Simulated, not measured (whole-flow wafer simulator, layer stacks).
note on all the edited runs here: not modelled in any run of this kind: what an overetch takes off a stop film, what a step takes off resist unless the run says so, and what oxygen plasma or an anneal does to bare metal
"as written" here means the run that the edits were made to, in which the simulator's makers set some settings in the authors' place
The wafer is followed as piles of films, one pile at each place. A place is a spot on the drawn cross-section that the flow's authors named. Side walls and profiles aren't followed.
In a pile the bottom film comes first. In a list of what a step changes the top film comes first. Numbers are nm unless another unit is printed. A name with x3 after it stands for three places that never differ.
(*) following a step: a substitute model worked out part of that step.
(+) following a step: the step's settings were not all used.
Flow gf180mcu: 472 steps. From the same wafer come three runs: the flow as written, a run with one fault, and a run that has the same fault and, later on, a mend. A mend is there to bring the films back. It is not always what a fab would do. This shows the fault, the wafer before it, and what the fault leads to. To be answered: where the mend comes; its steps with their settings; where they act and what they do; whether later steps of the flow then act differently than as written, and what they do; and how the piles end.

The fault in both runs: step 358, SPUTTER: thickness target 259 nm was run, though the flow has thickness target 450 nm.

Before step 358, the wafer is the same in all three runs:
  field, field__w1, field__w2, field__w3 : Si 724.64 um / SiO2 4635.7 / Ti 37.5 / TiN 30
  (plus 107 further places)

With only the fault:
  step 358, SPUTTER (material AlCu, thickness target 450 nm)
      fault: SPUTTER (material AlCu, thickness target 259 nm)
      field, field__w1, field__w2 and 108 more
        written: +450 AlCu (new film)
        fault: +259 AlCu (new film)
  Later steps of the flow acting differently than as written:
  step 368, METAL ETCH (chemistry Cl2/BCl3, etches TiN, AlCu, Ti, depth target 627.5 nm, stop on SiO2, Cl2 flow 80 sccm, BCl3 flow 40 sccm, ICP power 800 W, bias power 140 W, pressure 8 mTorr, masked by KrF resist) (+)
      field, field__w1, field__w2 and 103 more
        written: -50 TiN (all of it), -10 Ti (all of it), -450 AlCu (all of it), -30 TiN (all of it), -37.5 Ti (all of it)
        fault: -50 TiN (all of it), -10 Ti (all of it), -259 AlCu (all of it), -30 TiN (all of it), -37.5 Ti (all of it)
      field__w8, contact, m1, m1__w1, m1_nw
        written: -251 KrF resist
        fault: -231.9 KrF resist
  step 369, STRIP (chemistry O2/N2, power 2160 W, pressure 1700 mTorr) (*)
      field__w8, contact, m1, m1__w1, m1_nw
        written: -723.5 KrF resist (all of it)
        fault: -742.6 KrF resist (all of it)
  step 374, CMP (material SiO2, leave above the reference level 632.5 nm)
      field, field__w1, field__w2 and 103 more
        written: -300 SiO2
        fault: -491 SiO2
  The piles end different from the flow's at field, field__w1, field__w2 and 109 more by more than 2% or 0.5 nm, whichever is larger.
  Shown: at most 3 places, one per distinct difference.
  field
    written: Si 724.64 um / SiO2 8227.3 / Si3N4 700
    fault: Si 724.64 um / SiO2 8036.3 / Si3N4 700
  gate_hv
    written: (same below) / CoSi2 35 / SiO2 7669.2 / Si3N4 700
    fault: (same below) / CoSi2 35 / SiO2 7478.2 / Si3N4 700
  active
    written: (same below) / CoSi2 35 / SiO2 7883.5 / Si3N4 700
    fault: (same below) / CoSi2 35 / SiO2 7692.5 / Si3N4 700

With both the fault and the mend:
  The mend follows step 358.
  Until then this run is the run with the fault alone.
  step 358a, SPUTTER (material AlCu, thickness target 191 nm) (the flow's step 358 again, with other settings)
      field, field__w1, field__w2 and 108 more
        +191 AlCu
  Later steps of the flow that are run all act as written at every place that is followed.
  The piles end the same as the flow's at every place that both follow.
